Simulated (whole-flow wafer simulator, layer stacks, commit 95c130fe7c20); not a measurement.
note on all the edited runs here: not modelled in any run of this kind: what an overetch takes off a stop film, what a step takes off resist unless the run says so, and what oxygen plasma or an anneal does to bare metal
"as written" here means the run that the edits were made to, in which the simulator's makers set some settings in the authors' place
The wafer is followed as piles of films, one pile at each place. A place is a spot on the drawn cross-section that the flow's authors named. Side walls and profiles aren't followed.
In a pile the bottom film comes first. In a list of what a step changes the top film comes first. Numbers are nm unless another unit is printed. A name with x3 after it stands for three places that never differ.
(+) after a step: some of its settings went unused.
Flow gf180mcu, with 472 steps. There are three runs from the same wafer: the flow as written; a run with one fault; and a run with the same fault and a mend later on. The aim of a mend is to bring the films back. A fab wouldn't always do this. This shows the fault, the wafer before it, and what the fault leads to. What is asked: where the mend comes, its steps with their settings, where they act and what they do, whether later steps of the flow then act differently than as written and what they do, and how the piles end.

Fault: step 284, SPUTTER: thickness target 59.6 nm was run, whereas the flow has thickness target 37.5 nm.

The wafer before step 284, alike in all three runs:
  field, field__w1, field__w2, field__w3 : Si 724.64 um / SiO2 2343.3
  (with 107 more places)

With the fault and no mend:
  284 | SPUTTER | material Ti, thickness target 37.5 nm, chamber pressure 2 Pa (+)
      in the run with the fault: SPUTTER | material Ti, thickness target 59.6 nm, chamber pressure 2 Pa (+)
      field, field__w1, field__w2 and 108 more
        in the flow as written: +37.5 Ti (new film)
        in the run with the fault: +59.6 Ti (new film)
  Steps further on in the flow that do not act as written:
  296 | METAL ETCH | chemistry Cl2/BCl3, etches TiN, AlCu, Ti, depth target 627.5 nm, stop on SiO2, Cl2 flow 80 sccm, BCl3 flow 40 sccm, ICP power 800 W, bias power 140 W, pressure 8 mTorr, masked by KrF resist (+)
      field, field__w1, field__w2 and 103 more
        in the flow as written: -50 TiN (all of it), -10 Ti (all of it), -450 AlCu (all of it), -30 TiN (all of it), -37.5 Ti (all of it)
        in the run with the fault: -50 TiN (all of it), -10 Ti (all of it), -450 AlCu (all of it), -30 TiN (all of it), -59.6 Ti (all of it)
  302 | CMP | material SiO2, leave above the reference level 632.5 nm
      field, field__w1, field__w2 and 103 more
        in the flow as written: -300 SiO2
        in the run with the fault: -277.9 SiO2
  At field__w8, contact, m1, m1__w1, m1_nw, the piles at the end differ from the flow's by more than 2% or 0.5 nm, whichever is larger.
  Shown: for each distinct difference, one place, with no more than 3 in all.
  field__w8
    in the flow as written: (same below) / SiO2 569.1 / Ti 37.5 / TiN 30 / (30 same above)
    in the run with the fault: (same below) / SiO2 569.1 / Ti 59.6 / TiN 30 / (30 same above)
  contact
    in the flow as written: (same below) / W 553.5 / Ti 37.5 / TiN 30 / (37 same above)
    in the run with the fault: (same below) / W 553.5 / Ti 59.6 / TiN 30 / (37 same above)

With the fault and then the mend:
  The mend follows step 284.
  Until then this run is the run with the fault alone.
  284a | METAL ETCH | chemistry Cl2/BCl3, etches TiN, AlCu, Ti, depth target 22.1 nm, Cl2 flow 80 sccm, BCl3 flow 40 sccm, ICP power 800 W, bias power 140 W, pressure 8 mTorr (the flow's step 260, run once more with other settings)
      field, field__w1, field__w2 and 108 more
        -22.1 Ti
  None of the later steps of the flow acts differently than as written at any place that is followed.
  The piles end the same as the flow's at every place that both follow.
